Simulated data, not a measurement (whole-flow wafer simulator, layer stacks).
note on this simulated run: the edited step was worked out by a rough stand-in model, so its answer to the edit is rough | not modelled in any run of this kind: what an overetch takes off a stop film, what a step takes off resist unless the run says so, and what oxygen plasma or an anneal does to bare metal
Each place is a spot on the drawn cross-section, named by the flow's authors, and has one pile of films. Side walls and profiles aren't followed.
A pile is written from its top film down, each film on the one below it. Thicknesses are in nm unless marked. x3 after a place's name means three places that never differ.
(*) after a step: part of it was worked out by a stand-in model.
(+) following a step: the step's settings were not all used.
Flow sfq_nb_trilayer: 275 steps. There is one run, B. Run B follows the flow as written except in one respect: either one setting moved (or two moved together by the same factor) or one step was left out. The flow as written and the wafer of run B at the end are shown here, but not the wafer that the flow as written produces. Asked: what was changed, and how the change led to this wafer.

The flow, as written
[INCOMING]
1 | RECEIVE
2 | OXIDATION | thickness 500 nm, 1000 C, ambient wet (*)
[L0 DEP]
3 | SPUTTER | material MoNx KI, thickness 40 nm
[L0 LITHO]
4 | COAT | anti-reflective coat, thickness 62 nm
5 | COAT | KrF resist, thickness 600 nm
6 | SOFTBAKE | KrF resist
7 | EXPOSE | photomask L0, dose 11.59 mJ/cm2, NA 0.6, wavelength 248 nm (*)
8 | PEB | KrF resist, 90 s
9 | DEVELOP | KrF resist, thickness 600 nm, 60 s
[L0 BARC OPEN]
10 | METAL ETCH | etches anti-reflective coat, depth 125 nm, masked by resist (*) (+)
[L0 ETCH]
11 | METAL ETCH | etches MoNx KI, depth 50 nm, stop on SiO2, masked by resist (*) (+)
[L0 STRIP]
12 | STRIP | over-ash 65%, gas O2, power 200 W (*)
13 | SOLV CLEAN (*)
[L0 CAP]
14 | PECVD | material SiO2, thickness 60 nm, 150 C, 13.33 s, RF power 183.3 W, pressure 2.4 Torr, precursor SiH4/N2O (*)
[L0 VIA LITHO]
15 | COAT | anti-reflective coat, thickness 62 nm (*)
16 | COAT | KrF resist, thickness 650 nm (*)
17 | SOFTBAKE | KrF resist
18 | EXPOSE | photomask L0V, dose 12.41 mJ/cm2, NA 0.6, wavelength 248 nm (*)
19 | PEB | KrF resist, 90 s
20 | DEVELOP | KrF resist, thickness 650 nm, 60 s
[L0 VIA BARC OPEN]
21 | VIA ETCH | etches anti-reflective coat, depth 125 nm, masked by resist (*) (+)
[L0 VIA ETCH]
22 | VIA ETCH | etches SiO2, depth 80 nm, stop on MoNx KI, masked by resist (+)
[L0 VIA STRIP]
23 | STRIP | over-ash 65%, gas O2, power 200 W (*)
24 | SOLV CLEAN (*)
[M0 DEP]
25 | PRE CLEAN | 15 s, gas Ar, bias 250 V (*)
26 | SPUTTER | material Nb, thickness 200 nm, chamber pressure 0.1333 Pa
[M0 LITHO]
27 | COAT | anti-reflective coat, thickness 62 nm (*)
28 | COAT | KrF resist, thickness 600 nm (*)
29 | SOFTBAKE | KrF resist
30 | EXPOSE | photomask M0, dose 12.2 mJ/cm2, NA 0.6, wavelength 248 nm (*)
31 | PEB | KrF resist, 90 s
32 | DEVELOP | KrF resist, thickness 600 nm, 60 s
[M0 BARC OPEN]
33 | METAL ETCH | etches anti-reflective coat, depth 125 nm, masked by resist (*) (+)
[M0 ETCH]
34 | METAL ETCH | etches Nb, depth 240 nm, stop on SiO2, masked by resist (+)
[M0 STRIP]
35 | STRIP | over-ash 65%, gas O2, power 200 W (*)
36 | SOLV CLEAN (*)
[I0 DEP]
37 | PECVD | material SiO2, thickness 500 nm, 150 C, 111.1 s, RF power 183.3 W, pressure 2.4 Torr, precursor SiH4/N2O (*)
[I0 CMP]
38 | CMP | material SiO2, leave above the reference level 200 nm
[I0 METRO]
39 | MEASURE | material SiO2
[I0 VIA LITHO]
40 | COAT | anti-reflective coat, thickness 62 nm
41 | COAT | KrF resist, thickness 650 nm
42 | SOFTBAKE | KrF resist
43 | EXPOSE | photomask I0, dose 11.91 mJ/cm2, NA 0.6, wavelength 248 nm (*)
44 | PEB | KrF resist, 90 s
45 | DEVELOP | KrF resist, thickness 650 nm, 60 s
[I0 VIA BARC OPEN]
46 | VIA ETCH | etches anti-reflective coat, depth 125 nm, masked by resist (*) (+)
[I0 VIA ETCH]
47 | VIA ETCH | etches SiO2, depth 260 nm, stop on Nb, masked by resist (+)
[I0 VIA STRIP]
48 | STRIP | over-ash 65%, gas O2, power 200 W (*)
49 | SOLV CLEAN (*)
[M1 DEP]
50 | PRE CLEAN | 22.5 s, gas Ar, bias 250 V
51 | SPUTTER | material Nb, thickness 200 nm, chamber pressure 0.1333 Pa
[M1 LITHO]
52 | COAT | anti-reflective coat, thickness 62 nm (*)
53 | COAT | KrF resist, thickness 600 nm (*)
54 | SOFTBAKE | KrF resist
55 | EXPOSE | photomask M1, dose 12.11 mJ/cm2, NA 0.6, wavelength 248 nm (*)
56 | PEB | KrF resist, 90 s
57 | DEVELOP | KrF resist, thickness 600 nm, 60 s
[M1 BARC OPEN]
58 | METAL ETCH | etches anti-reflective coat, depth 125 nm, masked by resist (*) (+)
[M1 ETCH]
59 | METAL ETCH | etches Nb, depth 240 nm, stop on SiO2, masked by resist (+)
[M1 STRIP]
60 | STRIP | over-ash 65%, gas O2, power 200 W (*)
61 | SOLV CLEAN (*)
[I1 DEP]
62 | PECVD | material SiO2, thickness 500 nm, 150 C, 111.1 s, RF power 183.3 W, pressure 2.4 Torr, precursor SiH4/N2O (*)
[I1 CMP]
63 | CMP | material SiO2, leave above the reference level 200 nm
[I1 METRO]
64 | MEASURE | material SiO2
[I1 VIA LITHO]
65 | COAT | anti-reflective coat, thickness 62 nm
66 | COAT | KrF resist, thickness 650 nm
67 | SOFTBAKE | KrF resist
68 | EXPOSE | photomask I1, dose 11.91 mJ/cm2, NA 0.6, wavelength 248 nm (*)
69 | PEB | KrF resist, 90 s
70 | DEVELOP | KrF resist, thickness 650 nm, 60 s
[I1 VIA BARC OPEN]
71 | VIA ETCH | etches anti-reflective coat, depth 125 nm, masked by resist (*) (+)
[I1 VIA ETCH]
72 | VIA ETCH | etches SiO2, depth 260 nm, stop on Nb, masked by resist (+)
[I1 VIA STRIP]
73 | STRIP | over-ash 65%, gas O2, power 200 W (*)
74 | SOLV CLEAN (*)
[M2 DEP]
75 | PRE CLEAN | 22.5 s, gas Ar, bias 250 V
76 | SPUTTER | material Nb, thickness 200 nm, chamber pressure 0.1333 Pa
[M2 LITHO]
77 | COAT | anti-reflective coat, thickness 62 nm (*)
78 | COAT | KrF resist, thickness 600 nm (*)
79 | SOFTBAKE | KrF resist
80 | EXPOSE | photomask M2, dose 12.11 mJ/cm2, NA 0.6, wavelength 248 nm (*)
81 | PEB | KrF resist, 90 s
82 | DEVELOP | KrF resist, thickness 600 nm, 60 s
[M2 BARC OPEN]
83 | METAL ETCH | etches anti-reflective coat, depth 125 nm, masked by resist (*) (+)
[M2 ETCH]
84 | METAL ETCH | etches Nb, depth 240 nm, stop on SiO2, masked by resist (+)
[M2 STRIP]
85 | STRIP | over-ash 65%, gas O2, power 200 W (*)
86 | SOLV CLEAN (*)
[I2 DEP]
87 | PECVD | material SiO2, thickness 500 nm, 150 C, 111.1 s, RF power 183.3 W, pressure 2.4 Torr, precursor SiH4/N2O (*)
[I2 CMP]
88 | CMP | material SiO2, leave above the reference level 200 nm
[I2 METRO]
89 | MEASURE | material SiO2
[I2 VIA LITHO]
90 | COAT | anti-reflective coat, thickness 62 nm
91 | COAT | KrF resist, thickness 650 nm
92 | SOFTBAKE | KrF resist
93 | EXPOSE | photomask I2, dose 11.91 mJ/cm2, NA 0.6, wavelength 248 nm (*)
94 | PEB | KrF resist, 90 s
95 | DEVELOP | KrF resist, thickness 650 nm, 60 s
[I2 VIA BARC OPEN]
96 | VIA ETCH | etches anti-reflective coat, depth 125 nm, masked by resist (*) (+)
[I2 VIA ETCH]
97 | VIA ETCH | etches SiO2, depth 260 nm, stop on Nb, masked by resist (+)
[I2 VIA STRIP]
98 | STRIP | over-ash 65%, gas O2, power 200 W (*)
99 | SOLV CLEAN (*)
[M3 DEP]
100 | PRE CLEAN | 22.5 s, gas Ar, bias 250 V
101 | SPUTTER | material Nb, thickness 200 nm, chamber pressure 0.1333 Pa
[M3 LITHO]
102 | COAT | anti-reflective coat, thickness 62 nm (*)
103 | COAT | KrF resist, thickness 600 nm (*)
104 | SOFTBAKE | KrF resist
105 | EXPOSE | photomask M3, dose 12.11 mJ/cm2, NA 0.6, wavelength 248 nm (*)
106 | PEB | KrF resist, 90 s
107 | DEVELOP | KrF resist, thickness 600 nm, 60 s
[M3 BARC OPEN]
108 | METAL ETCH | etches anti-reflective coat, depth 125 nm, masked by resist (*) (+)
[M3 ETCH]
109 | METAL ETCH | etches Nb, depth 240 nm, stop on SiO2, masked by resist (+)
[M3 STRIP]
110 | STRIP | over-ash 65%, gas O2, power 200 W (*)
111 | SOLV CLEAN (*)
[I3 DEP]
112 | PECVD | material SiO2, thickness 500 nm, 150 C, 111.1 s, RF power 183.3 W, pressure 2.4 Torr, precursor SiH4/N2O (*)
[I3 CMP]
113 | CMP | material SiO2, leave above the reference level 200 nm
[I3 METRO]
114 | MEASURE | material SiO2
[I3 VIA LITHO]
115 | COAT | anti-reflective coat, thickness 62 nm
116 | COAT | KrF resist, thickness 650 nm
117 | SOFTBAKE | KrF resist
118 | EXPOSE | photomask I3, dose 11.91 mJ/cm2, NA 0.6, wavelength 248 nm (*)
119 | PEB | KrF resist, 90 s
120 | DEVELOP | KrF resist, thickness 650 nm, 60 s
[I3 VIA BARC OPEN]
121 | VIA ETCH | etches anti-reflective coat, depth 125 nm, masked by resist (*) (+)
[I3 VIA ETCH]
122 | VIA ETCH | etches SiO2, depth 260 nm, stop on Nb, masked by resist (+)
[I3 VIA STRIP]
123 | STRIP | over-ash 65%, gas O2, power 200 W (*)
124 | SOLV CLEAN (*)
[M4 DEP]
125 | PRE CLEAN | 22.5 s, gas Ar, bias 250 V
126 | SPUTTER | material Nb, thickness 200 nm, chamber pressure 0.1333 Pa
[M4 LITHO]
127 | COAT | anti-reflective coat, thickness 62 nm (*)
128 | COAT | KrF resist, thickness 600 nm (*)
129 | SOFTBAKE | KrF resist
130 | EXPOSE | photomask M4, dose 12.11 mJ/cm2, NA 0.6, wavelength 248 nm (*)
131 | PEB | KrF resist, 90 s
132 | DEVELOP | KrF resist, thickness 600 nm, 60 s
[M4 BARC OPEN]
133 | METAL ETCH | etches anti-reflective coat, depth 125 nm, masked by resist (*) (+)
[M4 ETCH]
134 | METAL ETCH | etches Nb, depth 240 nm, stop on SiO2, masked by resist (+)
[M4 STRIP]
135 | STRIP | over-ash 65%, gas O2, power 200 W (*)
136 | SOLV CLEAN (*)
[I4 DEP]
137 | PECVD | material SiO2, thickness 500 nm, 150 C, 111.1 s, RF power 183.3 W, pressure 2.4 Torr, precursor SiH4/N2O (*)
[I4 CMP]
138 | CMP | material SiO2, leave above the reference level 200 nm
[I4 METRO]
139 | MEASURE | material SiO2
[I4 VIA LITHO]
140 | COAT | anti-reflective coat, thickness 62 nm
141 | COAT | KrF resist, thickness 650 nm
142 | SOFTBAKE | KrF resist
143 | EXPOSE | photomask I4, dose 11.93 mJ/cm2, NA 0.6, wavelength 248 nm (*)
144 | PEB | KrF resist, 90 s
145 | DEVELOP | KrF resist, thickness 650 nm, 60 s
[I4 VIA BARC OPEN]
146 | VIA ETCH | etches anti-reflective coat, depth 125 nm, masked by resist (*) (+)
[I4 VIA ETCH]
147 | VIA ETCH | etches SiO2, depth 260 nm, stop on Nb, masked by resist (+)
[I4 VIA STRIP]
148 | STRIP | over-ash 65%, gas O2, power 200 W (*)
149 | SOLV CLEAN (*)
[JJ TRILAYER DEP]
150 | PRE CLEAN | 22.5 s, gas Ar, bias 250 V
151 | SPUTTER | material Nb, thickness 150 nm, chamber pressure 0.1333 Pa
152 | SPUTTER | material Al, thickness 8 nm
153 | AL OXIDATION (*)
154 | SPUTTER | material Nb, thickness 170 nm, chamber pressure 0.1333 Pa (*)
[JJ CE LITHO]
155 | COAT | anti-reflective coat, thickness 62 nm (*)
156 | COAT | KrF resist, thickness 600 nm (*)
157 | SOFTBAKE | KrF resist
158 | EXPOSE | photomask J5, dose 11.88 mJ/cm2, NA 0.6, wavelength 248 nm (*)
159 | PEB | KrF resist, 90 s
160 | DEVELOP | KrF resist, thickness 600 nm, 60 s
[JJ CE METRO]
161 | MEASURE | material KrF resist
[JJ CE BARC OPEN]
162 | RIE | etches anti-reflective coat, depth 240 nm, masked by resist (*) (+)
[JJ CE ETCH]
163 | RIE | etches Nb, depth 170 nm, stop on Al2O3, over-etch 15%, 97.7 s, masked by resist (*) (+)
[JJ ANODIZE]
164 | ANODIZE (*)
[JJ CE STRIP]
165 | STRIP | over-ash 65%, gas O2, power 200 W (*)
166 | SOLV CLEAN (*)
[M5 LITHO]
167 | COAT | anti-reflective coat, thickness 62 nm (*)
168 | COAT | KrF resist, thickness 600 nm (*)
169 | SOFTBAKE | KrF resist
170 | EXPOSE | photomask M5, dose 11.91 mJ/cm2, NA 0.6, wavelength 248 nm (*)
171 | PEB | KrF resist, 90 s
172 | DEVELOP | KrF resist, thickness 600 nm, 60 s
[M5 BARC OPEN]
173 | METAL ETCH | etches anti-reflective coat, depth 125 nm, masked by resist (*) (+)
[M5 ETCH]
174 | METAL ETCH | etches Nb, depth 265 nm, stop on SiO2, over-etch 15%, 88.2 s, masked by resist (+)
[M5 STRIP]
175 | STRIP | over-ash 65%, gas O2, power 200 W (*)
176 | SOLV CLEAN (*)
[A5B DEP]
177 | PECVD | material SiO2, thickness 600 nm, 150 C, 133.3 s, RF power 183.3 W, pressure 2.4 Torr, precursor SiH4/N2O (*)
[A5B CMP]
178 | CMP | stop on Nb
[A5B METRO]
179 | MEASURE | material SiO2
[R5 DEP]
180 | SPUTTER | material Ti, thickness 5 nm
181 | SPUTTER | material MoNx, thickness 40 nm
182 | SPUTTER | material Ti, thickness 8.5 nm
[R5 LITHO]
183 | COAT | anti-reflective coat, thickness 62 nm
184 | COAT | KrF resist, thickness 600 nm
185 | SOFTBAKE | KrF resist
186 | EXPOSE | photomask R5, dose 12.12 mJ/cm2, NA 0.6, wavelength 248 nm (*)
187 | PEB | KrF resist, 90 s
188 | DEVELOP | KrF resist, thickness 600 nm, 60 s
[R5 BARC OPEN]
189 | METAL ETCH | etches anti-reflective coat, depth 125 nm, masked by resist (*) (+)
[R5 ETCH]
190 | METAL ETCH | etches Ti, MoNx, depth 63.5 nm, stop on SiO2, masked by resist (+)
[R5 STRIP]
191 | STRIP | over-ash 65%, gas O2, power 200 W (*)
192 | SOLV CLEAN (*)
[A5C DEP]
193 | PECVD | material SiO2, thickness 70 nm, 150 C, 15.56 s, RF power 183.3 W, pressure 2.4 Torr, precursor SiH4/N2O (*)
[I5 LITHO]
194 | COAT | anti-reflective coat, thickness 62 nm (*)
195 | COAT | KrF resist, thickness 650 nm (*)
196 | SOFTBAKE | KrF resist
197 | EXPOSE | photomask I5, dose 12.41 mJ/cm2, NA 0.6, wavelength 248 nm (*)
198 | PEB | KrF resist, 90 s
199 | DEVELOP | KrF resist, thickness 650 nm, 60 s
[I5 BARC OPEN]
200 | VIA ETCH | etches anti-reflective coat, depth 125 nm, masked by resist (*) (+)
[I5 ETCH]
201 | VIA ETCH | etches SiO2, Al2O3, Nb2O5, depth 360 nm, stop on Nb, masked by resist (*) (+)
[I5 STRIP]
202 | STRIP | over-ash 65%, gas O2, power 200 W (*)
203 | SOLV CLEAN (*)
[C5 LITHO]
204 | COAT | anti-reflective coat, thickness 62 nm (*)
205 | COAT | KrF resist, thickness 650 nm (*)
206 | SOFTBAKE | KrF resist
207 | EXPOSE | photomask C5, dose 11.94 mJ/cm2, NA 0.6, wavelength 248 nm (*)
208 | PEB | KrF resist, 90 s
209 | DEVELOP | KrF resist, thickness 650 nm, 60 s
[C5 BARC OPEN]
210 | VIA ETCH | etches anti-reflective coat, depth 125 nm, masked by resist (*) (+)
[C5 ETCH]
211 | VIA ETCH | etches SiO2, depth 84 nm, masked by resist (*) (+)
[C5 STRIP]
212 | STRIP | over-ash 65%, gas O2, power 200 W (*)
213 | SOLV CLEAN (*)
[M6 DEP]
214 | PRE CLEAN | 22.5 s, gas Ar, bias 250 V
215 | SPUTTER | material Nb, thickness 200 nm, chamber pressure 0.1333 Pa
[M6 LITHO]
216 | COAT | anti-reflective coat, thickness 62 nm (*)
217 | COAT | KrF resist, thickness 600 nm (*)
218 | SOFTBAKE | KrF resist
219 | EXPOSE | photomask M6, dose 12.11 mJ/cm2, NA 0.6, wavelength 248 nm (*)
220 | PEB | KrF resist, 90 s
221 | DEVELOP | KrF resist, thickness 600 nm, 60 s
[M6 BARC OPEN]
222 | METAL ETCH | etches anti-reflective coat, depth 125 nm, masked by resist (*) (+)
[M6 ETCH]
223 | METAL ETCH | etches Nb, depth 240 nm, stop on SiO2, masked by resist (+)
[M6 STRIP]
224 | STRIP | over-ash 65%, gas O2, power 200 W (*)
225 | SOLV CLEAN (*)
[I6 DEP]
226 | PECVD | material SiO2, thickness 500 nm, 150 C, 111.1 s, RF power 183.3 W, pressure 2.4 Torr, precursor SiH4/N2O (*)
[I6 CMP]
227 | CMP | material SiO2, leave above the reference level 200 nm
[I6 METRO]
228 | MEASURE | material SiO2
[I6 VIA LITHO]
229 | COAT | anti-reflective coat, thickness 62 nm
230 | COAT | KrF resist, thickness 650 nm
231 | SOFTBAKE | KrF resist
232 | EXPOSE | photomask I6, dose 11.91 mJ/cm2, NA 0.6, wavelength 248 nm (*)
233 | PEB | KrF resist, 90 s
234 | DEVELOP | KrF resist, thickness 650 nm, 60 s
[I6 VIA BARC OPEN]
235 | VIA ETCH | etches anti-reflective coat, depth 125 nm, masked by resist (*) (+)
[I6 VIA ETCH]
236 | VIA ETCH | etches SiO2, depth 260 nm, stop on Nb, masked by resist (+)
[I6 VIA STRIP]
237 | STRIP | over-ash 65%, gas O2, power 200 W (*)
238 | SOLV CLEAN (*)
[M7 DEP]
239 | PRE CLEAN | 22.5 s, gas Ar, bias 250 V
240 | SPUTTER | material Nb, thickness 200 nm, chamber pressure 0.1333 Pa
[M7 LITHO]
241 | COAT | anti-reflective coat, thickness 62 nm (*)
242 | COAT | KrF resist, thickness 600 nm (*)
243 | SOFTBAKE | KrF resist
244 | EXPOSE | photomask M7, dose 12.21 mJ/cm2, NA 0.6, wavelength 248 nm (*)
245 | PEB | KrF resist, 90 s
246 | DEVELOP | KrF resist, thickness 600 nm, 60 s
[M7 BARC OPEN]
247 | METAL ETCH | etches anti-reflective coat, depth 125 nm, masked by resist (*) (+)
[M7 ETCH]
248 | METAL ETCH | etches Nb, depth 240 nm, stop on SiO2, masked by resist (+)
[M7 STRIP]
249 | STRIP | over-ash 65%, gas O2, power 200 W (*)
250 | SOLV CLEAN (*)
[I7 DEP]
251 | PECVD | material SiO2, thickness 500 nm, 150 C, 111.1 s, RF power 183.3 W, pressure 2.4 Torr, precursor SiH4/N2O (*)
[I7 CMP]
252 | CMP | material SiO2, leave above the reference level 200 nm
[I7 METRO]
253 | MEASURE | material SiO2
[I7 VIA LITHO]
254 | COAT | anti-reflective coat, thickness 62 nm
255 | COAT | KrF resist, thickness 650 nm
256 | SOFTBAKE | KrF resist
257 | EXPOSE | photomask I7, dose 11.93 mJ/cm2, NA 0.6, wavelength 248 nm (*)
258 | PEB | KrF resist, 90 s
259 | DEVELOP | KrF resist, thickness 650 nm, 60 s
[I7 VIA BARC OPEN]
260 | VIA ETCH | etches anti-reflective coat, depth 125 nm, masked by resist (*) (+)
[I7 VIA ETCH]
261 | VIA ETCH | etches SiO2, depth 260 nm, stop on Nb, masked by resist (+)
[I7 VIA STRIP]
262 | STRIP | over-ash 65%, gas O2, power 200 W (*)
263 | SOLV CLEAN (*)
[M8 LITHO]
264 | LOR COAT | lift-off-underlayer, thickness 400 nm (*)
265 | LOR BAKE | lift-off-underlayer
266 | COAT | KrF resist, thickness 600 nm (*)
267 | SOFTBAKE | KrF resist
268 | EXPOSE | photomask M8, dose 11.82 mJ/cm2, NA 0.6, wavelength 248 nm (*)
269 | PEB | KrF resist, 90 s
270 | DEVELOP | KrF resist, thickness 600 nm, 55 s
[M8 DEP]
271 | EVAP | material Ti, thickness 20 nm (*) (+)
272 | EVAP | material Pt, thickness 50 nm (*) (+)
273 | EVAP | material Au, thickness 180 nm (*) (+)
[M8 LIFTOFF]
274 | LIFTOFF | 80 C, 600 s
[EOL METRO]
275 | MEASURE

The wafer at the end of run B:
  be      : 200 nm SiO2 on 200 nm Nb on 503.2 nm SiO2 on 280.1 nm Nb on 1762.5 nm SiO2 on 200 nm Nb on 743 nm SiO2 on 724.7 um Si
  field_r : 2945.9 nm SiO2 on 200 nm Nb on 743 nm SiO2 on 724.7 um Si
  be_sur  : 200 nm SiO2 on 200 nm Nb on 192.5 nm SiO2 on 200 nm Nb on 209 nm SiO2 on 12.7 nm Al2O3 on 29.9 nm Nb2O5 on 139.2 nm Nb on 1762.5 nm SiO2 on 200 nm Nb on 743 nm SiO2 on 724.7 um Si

What caused this: step 2, OXIDATION: thickness 688 nm was run, though the flow has thickness 500 nm.

How this came from the change, step by step:
  2 | OXIDATION | thickness 500 nm, 1000 C, ambient wet (*)
      field_l, v_sur, via_wl and 103 more: SiO2 gains 688 (new film), chemical SiO2 loses 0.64 (all of it), Si loses 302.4 (as written it would have been: SiO2 gains 500 (new film), chemical SiO2 loses 0.64 (all of it), Si loses 219.7)
